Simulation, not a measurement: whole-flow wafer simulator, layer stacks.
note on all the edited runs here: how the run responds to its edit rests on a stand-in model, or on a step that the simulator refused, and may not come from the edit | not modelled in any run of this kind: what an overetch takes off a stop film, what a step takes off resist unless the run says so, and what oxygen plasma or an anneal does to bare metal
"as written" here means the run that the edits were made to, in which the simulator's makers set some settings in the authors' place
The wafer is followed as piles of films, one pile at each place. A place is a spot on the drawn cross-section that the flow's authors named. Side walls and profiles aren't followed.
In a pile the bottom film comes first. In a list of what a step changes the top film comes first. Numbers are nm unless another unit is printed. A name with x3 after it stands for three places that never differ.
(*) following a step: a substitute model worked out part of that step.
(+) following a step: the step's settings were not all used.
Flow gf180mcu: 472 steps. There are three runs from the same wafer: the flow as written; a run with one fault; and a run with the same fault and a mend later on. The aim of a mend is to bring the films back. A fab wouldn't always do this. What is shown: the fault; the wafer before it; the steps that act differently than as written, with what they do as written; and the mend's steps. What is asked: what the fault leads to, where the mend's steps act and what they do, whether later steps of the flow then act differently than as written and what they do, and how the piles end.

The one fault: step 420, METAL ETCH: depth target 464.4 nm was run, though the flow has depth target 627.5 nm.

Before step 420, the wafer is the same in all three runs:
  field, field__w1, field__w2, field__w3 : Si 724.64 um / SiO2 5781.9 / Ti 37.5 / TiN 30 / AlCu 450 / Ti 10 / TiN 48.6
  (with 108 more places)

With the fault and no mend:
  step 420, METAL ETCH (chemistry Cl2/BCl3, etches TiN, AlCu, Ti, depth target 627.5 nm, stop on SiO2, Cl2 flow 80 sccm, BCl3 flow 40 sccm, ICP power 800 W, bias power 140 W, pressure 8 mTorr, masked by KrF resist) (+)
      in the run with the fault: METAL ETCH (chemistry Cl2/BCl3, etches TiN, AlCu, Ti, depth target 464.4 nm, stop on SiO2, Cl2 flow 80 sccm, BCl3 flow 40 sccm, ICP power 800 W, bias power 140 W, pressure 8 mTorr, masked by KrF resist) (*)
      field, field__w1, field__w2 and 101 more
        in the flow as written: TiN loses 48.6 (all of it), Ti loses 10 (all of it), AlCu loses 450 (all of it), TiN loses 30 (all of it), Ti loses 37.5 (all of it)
        in the run with the fault: TiN loses 48.6 (all of it), Ti loses 10 (all of it), AlCu loses 405.8
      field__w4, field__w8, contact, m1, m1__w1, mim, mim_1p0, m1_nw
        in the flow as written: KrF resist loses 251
        in the run with the fault: KrF resist loses 185.8
  Steps later in the flow that act otherwise than as written (1 other step is not shown; it differs only slightly, by no more than 2% or 0.5 nm, whichever is larger):
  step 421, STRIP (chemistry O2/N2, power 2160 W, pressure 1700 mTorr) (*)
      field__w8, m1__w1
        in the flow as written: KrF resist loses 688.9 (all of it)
        in the run with the fault: KrF resist loses 754.1 (all of it)
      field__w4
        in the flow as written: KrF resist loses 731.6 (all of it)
        in the run with the fault: KrF resist loses 796.9 (all of it)
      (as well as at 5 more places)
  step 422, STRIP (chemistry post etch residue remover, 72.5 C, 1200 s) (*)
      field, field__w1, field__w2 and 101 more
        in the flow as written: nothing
        in the run with the fault: AlCu loses 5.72
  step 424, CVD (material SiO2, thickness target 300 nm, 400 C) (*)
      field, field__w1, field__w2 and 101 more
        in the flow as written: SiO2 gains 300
        in the run with the fault: SiO2 gains 300 (new film)
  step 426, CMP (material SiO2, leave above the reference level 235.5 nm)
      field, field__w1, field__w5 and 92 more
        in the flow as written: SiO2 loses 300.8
        in the run with the fault: SiO2 loses 406.8
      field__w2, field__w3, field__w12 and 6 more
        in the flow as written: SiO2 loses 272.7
        in the run with the fault: SiO2 loses 383.4
  By the end, the piles at field, field__w1, field__w2 and 101 more depart from the flow's by more than 2% or 0.5 nm, whichever is larger.
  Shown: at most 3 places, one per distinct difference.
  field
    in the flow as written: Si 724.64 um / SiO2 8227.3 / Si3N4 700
    in the run with the fault: Si 724.64 um / SiO2 5781.9 / Ti 37.5 / TiN 30 / AlCu 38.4 / SiO2 2339.4 / Si3N4 700
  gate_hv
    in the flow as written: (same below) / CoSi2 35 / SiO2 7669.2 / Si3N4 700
    in the run with the fault: (same below) / CoSi2 35 / SiO2 5223.8 / Ti 37.5 / TiN 30 / AlCu 38.4 / SiO2 2339.4 / Si3N4 700
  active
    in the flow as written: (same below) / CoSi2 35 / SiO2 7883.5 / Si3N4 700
    in the run with the fault: (same below) / CoSi2 35 / SiO2 5438.1 / Ti 37.5 / TiN 30 / AlCu 38.4 / SiO2 2339.4 / Si3N4 700

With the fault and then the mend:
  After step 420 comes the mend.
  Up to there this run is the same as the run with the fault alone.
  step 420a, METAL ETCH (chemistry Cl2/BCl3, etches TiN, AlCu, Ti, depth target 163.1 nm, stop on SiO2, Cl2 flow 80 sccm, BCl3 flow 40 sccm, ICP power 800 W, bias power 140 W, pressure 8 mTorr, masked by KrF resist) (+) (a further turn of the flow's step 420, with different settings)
      field, field__w1, field__w2 and 101 more
        AlCu loses 44.2 (all of it), TiN loses 30 (all of it), Ti loses 37.5 (all of it)
      field__w4, field__w8, contact, m1, m1__w1, mim, mim_1p0, m1_nw
        KrF resist loses 65.2
  Later steps of the flow that are run all act as written at every place that is followed.
  By the end, the piles equal the flow's at every place that both follow.
